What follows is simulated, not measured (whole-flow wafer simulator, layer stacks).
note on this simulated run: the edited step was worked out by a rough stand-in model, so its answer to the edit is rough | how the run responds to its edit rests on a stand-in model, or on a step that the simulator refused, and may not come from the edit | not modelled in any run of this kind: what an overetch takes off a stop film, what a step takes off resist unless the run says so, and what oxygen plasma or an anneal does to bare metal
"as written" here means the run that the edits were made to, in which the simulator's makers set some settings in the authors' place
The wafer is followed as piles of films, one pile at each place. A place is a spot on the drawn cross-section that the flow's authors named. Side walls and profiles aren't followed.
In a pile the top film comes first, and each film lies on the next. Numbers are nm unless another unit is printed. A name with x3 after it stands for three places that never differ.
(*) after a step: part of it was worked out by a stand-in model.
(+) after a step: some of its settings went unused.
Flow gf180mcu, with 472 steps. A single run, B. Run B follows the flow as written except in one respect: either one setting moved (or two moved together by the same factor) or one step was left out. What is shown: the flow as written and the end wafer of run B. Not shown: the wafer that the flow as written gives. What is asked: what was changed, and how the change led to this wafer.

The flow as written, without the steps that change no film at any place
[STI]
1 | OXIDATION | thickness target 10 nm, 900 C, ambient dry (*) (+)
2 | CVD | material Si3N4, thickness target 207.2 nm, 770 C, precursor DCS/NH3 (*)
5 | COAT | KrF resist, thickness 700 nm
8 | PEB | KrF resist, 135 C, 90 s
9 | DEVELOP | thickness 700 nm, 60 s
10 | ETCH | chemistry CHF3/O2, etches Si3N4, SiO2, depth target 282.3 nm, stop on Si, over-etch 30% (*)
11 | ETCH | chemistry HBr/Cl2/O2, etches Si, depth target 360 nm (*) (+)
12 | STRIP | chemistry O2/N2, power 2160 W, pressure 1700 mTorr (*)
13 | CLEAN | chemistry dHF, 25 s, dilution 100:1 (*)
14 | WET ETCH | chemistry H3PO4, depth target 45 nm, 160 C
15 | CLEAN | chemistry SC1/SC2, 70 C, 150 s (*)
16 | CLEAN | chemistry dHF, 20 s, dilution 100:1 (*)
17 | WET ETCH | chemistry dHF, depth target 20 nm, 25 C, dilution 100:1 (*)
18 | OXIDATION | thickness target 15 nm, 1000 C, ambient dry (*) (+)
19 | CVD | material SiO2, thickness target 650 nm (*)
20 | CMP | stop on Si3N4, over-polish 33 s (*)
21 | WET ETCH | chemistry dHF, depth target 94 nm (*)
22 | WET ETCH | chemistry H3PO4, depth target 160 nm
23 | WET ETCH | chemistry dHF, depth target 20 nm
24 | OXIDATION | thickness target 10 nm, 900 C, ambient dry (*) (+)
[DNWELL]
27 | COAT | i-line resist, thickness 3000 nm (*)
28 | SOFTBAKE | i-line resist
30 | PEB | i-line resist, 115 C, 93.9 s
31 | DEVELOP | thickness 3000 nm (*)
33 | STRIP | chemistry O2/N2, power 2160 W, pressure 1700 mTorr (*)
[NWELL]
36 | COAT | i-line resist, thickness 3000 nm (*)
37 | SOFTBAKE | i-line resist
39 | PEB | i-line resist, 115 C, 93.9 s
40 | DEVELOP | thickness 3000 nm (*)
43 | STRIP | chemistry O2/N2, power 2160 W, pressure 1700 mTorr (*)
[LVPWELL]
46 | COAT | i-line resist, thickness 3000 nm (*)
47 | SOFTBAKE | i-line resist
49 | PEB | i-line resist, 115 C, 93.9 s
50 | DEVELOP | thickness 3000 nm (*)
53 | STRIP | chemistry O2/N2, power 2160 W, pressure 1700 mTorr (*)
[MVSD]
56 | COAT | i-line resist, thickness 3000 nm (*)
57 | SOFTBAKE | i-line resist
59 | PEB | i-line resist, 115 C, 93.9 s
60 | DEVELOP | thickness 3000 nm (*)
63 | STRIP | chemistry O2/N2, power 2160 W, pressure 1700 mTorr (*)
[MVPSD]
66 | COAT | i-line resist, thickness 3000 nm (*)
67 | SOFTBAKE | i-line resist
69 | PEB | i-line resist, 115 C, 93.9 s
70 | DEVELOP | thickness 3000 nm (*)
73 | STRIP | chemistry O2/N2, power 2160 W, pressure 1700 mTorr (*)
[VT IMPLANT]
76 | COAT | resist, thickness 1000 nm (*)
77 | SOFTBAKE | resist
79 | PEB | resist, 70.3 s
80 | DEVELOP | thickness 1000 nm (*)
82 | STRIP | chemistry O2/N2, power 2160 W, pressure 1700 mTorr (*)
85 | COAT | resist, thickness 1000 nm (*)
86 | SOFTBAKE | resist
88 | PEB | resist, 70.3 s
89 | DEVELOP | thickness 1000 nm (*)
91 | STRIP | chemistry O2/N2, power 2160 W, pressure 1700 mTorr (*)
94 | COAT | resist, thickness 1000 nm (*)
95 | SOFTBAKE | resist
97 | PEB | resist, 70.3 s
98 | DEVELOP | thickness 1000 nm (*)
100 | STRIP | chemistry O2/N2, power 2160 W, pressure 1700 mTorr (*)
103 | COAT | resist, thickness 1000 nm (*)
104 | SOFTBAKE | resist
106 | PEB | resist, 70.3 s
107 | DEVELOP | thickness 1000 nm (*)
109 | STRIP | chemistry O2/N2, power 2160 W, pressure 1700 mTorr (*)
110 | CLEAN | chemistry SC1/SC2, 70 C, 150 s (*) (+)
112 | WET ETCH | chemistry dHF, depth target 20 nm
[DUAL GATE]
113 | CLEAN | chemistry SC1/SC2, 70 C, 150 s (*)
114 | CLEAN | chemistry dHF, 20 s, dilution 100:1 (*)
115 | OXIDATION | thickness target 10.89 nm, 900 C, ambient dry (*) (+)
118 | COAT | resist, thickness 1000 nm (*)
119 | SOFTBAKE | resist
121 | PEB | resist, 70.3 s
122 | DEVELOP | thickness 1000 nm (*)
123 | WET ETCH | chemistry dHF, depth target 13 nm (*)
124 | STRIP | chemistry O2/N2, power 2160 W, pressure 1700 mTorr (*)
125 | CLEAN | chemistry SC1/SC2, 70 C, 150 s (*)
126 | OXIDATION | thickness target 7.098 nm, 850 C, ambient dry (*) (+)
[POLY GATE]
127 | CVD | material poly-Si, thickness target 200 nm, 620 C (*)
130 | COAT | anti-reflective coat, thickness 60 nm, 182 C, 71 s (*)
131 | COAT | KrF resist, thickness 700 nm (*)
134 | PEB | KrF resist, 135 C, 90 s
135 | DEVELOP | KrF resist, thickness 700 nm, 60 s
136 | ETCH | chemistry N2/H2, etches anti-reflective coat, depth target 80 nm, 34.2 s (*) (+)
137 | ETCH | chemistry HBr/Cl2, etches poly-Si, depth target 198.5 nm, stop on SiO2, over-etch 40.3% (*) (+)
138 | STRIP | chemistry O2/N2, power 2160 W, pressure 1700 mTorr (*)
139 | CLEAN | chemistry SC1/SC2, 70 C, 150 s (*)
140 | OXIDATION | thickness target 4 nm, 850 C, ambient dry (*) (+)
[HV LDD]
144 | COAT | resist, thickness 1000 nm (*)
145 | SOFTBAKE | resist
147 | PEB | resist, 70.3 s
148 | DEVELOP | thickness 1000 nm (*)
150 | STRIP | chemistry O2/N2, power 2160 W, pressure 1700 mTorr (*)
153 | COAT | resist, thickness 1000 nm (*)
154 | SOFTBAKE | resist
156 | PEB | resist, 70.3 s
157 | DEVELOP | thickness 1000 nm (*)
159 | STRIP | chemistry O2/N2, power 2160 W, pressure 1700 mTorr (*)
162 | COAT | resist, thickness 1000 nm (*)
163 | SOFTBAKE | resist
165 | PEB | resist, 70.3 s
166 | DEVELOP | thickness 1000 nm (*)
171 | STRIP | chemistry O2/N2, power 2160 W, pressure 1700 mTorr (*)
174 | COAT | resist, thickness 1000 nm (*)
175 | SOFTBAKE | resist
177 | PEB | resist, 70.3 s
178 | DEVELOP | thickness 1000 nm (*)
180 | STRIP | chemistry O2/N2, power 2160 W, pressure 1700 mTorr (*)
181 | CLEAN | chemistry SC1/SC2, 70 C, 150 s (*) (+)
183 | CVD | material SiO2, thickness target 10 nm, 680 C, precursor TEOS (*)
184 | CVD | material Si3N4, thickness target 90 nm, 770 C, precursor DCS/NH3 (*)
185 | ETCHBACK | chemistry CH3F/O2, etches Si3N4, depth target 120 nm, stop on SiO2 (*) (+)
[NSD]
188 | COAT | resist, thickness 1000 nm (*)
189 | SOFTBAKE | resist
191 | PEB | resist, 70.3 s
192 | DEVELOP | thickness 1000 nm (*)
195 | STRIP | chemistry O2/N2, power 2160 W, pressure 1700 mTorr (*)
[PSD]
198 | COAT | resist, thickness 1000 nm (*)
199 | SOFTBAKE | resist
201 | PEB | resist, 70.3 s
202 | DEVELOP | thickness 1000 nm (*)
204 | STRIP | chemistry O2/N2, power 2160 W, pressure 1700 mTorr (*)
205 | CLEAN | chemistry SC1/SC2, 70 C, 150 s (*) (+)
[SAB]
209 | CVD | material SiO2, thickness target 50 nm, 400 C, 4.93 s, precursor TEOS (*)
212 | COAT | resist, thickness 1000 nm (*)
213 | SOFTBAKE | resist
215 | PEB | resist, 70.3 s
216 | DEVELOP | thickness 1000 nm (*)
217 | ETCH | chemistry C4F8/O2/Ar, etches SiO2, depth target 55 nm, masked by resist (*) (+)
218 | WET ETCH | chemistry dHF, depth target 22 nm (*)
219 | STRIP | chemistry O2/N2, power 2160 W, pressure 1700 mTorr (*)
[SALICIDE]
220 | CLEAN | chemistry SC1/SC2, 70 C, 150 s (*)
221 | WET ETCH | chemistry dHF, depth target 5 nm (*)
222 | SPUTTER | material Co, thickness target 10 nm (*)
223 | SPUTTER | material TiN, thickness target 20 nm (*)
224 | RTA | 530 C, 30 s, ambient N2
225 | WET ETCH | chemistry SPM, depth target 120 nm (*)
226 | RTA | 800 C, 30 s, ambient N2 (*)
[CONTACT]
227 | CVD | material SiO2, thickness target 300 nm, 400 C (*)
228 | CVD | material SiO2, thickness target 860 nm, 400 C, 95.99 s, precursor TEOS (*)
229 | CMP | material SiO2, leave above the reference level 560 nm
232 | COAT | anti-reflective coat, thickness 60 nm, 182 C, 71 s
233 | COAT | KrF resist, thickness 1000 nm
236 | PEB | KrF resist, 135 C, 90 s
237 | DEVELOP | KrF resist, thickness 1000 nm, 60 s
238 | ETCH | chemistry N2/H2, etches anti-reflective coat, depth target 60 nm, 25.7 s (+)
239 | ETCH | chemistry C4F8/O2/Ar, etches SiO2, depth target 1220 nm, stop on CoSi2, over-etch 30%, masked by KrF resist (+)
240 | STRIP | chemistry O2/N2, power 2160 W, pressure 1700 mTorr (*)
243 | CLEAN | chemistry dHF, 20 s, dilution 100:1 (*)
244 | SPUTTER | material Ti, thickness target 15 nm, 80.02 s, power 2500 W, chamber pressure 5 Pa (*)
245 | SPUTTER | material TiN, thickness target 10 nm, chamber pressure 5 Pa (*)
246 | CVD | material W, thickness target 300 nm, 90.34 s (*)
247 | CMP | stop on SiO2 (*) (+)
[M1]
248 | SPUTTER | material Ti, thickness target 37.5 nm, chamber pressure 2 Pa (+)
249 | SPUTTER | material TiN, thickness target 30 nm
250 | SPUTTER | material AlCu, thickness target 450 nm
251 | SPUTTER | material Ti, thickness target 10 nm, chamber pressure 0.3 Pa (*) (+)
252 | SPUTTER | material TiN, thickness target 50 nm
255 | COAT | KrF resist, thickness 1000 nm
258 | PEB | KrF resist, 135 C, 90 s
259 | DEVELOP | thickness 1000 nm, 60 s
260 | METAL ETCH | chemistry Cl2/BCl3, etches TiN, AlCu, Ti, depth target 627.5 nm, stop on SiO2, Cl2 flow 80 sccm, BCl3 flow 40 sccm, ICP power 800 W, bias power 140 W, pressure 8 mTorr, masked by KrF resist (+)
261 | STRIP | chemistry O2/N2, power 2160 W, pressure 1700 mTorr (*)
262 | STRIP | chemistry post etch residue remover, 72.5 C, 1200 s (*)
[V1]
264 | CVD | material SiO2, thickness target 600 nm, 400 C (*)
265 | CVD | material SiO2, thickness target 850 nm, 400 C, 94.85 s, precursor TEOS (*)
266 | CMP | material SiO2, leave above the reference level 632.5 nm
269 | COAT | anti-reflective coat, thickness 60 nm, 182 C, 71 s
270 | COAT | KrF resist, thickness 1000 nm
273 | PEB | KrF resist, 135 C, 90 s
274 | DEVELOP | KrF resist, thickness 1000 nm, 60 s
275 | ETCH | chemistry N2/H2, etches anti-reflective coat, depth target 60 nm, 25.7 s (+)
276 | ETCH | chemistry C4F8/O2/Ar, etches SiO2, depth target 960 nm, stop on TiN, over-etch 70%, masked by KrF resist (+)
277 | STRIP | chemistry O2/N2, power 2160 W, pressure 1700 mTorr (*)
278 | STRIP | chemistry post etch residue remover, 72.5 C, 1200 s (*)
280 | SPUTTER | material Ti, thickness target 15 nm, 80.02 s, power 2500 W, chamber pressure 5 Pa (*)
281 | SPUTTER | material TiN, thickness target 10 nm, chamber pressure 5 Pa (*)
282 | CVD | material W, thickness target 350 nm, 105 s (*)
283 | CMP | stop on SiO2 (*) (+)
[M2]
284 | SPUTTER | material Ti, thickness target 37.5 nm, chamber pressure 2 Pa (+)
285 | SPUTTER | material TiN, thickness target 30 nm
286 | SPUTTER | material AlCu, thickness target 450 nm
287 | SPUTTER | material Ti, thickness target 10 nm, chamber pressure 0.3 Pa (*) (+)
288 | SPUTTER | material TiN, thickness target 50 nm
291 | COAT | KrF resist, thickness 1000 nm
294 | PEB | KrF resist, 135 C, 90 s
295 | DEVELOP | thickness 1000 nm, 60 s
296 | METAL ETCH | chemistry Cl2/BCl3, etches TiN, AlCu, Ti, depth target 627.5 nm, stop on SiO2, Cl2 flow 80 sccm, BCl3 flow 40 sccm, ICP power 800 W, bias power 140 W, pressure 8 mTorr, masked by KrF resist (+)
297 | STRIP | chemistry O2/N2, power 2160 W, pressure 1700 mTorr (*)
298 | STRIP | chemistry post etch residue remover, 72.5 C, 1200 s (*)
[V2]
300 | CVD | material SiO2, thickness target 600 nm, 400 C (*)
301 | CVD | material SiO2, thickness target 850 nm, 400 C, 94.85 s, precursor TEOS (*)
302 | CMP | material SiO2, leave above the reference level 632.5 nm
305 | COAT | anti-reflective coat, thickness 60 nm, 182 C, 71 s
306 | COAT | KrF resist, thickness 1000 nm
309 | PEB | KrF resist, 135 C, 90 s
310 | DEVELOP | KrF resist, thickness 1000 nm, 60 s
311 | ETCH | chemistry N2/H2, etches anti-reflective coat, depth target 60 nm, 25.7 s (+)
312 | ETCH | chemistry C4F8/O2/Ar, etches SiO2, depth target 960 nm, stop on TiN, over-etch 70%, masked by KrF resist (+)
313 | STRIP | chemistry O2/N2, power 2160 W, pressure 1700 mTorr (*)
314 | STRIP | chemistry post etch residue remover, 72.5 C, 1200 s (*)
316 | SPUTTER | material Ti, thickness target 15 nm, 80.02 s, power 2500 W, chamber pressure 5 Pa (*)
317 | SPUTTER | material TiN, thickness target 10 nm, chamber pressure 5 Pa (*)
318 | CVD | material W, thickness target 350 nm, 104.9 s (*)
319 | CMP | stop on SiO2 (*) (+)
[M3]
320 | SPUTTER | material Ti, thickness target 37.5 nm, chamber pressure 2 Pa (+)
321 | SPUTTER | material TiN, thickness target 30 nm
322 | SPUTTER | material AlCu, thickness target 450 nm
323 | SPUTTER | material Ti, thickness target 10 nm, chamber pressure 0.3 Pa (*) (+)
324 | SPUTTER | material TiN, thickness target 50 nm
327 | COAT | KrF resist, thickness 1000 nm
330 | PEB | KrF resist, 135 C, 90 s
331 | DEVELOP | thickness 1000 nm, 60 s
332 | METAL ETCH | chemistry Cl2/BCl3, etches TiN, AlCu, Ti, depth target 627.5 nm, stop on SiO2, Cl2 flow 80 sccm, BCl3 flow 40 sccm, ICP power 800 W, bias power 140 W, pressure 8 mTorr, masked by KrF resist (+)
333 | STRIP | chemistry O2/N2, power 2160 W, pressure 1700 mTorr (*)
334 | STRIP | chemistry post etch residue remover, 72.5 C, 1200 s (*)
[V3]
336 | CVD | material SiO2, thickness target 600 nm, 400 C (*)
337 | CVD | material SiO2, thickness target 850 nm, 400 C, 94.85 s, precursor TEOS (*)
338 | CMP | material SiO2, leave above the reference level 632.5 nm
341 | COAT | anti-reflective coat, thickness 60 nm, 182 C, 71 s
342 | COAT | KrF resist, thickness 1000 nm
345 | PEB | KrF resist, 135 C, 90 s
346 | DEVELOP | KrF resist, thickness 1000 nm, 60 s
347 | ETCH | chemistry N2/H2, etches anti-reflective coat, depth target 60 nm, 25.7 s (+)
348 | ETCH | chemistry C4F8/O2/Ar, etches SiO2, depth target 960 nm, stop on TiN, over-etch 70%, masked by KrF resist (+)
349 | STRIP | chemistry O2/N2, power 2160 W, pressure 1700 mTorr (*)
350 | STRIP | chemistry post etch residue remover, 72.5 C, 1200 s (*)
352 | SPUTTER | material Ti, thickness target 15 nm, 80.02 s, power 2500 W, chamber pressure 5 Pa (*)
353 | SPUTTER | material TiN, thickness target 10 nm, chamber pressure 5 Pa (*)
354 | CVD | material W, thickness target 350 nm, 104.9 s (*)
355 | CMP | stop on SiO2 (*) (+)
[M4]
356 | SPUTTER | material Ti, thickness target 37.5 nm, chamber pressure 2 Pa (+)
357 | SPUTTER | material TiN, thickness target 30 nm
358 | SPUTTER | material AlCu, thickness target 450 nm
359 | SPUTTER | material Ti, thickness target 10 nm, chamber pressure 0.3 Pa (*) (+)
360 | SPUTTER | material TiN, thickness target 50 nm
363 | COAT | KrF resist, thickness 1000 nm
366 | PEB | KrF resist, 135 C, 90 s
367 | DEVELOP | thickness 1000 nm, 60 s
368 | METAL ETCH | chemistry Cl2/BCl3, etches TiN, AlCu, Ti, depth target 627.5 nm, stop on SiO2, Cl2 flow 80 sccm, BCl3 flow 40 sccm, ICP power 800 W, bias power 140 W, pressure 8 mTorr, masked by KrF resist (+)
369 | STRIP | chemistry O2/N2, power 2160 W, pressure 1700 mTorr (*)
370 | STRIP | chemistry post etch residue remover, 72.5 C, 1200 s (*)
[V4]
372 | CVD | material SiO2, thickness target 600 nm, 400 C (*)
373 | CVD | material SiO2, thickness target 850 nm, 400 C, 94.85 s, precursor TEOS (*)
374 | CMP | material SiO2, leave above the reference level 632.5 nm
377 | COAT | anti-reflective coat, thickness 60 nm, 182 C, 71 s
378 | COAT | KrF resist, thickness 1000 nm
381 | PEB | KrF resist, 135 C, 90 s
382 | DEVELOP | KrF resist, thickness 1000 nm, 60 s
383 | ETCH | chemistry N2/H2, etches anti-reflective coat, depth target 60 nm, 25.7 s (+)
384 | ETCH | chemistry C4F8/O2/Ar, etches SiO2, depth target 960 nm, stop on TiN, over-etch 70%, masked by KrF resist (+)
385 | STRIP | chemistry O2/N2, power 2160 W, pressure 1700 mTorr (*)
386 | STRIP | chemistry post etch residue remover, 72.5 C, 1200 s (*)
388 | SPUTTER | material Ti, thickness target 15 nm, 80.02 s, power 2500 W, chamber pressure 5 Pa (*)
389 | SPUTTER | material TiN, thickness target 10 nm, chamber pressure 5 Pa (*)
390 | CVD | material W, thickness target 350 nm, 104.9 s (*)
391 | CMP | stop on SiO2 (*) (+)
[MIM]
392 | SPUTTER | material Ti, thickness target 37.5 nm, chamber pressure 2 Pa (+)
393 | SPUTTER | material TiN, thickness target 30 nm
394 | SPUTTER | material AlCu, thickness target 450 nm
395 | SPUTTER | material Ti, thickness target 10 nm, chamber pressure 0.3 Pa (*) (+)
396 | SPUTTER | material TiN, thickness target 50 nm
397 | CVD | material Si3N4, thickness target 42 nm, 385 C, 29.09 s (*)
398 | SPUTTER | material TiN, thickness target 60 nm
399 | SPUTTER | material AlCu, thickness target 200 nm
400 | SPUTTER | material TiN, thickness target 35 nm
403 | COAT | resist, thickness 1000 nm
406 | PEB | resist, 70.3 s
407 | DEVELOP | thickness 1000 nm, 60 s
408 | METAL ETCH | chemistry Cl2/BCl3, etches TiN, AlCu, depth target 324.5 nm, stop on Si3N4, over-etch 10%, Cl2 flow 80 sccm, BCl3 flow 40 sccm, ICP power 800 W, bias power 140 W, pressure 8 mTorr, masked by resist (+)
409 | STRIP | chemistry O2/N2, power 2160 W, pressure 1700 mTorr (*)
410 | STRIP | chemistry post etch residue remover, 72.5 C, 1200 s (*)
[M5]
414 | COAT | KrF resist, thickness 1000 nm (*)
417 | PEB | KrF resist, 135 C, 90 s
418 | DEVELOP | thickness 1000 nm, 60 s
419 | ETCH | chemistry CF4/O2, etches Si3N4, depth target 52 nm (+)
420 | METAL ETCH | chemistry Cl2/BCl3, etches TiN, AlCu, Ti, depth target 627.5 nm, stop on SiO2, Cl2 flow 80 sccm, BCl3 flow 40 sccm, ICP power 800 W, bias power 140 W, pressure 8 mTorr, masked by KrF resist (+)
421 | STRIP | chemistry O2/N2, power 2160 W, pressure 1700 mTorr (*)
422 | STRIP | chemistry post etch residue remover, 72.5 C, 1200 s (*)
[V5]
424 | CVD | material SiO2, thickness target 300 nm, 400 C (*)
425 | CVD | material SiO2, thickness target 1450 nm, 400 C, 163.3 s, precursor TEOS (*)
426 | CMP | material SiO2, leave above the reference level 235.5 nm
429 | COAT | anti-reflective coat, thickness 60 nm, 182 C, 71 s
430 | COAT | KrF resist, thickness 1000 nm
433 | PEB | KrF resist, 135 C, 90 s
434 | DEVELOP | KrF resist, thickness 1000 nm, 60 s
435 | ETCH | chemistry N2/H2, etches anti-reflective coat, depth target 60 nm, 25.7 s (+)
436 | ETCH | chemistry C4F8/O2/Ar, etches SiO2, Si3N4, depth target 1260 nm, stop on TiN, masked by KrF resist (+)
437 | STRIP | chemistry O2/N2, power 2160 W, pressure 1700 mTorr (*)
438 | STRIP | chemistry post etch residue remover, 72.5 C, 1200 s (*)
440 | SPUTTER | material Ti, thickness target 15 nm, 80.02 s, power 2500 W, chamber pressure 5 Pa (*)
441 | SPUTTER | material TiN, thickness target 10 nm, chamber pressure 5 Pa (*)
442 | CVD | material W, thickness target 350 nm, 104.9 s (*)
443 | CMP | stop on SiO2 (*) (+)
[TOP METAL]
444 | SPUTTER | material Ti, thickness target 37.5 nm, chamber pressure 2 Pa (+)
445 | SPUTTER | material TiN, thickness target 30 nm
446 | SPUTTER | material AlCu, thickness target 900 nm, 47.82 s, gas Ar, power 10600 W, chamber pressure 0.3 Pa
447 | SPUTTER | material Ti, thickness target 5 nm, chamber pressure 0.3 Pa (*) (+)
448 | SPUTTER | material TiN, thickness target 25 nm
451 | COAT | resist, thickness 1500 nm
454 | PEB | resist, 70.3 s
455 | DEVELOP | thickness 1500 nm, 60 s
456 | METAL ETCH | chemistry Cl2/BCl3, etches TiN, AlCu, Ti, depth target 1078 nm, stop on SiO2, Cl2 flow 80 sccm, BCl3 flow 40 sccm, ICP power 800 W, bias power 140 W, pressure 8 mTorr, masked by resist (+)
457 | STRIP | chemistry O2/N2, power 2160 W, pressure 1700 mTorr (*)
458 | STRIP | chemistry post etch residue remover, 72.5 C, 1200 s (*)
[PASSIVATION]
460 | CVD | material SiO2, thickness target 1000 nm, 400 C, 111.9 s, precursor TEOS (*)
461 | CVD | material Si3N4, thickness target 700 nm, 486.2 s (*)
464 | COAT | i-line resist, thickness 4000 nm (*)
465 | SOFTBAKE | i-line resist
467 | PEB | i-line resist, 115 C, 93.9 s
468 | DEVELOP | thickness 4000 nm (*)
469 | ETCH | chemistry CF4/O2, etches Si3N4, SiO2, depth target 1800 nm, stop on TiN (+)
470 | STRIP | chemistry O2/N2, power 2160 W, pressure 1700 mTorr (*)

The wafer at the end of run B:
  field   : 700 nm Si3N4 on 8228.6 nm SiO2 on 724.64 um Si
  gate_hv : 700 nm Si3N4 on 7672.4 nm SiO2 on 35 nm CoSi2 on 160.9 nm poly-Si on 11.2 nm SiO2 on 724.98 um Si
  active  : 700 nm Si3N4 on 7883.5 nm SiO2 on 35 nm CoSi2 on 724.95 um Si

What caused this: step 115, OXIDATION: thickness target 7.348 nm was run, whereas the flow has thickness target 10.89 nm.

Step by step, how the change led to this:
  115 | OXIDATION | thickness target 10.89 nm, 900 C, ambient dry (*) (+)
      active, n_well, p_well and 40 more: SiO2 gains 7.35 (new film), Si loses 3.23 (as written it would have been: SiO2 gains 10.9 (new film), Si loses 4.79)
      sti, mim_1p0, pad and 21 more: SiO2 gains 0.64, Si loses 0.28 (as written it would have been: SiO2 gains 1.22, Si loses 0.54)
      (also at 25 further places)
  123 | WET ETCH | chemistry dHF, depth target 13 nm (*)
      active, n_well, p_well and 12 more: SiO2 loses 7.35 (all of it) (as written it would have been: SiO2 loses 10.9 (all of it))
  130 | COAT | anti-reflective coat, thickness 60 nm, 182 C, 71 s (*)
      p_well, spacer, sd_n: anti-reflective coat gains 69 (new film) (as written it would have been: anti-reflective coat gains 70.9 (new film))
      contact: anti-reflective coat gains 65.8 (new film) (as written it would have been: anti-reflective coat gains 67.5 (new film))
      (also at 2 further places)
  136 | ETCH | chemistry N2/H2, etches anti-reflective coat, depth target 80 nm, 34.2 s (*) (+)
      p_well, spacer, sd_n: anti-reflective coat loses 69 (all of it), poly-Si loses 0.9 (as written it would have been: anti-reflective coat loses 70.9 (all of it), poly-Si loses 0.85)
      contact: anti-reflective coat loses 65.8 (all of it), poly-Si loses 0.98 (as written it would have been: anti-reflective coat loses 67.5 (all of it), poly-Si loses 0.94)
      (also at 2 further places)
  145 | SOFTBAKE | resist
      active_nat: resist gains 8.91 (as written it would have been: resist gains 4.68)
  154 | SOFTBAKE | resist
      active_nat: resist gains 8.91 (as written it would have been: resist gains 4.68)
  163 | SOFTBAKE | resist
      active_nat: resist gains 8.91 (as written it would have been: resist gains 4.68)
  175 | SOFTBAKE | resist
      active_nat: resist gains 8.91 (as written it would have been: resist gains 4.68)
  189 | SOFTBAKE | resist
      active_hv: resist loses 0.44 (as written it would have been: resist gains 2.68)
      nw_enc_fld_lv__w3: resist loses 1.67 (as written it would have been: resist gains 2.11)
      (also at 1 further place)
  199 | SOFTBAKE | resist
      active_hv: resist loses 0.44 (as written it would have been: resist gains 2.68)
      nw_enc_fld_lv__w3: resist loses 1.67 (as written it would have been: resist gains 2.11)
      (also at 1 further place)
  218 | WET ETCH | chemistry dHF, depth target 22 nm (*)
      ldn_tap, ldn_src, ldn_drn, ldp_tap, ldp_src, ldp_drn, ldp_gr: SiO2 loses 13 (all of it) (as written it would have been: SiO2 loses 16 (all of it))
      ld_drn_n, ld_sd_p: SiO2 loses 11.8 (all of it) (as written it would have been: SiO2 loses 14.8 (all of it))
      (also at 5 further places)
  223 | SPUTTER | material TiN, thickness target 20 nm (*)
      field__w12: TiN gains 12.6 (new film) (as written it would have been: TiN gains 12 (new film))
  225 | WET ETCH | chemistry SPM, depth target 120 nm (*)
      field__w12: TiN loses 12.6 (all of it), Co loses 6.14 (all of it) (as written it would have been: TiN loses 12 (all of it), Co loses 6.15 (all of it))
